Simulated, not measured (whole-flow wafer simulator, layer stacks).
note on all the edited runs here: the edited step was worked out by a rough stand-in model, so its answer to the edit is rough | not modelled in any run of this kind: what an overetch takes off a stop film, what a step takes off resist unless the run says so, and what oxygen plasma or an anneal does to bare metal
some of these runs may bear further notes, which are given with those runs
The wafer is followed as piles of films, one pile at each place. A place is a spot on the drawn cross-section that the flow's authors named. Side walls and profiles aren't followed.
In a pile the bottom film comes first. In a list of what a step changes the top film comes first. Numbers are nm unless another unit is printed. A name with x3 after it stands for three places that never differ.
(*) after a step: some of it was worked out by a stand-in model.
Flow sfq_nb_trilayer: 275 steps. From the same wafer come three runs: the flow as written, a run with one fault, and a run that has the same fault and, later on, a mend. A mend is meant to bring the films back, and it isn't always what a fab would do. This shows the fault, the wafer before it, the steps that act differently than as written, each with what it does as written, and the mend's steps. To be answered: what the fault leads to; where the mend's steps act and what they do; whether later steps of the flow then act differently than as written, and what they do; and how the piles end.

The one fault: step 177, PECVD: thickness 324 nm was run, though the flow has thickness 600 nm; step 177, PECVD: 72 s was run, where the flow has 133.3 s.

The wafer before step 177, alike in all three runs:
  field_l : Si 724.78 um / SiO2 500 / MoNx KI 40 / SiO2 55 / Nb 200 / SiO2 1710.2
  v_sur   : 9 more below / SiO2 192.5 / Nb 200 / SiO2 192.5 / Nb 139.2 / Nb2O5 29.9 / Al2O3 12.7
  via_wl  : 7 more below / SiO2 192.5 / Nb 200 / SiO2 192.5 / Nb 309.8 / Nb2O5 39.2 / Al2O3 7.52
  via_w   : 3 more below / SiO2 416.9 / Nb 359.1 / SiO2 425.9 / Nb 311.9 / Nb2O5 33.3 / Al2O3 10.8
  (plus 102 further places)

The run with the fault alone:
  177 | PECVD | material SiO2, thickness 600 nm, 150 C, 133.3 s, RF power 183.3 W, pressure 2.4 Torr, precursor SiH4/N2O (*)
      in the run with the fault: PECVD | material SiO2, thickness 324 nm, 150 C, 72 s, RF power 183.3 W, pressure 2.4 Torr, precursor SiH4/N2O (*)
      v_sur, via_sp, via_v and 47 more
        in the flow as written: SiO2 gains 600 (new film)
        in the run with the fault: SiO2 gains 324 (new film)
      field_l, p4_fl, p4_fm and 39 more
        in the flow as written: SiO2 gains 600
        in the run with the fault: SiO2 gains 324
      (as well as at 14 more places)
  Steps later in the flow that act otherwise than as written (12 other steps are not shown; they differ only slightly, by no more than 2% or 0.5 nm, whichever is larger):
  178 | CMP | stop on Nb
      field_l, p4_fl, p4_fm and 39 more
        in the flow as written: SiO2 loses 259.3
        in the run with the fault: nothing
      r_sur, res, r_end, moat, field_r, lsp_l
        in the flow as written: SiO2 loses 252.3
        in the run with the fault: nothing
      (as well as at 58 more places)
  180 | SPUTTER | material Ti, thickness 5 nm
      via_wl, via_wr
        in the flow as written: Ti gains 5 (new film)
        in the run with the fault: Ti gains 4.34 (new film)
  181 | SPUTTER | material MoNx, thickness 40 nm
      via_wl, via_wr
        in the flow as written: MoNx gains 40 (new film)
        in the run with the fault: MoNx gains 35.1 (new film)
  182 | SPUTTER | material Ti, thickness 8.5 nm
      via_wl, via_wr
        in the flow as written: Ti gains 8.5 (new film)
        in the run with the fault: Ti gains 7.27 (new film)
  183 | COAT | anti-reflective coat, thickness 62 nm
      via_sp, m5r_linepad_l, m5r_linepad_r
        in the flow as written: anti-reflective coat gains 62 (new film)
        in the run with the fault: anti-reflective coat gains 56.7 (new film)
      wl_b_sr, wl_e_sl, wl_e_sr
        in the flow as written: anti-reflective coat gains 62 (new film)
        in the run with the fault: anti-reflective coat gains 63.6 (new film)
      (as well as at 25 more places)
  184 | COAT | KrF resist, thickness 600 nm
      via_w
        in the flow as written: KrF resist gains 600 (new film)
        in the run with the fault: KrF resist gains 624.3 (new film)
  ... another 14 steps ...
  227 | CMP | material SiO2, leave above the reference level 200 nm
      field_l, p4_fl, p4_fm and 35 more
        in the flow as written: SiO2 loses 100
        in the run with the fault: SiO2 loses 83.3
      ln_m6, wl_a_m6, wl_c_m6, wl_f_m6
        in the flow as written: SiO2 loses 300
        in the run with the fault: SiO2 loses 283.3
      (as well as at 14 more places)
  At via_wl, via_w, via_wr and 7 more, the piles at the end differ from the flow's by more than 2% or 0.5 nm, whichever is larger.
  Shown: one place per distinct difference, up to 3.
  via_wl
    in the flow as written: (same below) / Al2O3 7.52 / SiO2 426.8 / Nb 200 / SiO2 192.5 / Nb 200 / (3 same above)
    in the run with the fault: (same below) / Al2O3 7.52 / SiO2 369.6 / Nb 197.1 / SiO2 252.7 / Nb 200 / (3 same above)
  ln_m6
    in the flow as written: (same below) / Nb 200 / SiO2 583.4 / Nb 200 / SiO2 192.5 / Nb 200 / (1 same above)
    in the run with the fault: (same below) / Nb 200 / SiO2 566.7 / Nb 200 / SiO2 209.2 / Nb 200 / (1 same above)
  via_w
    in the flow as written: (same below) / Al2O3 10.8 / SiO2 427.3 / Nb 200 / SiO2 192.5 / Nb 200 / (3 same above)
    in the run with the fault: (same below) / Al2O3 10.8 / SiO2 368.8 / Nb 196.9 / SiO2 254.1 / Nb 200 / (3 same above)

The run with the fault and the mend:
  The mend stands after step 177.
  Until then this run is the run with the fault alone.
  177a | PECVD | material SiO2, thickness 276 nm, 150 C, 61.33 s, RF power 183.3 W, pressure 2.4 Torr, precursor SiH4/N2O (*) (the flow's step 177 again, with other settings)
      field_l, v_sur, via_sp and 94 more
        SiO2 gains 276
      r_sur, res, r_end, moat, field_r, lsp_l
        SiO2 gains 272.9
      via_wl, via_w, via_wr
        SiO2 gains 263.2
  Steps later in the flow that act otherwise than as written:
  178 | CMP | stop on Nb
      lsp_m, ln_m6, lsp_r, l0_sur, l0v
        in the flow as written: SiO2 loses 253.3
        in the run with the mend: SiO2 loses 259.3
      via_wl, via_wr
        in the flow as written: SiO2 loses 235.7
        in the run with the mend: SiO2 loses 206
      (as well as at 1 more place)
  The piles end the same as the flow's at every place that both follow.
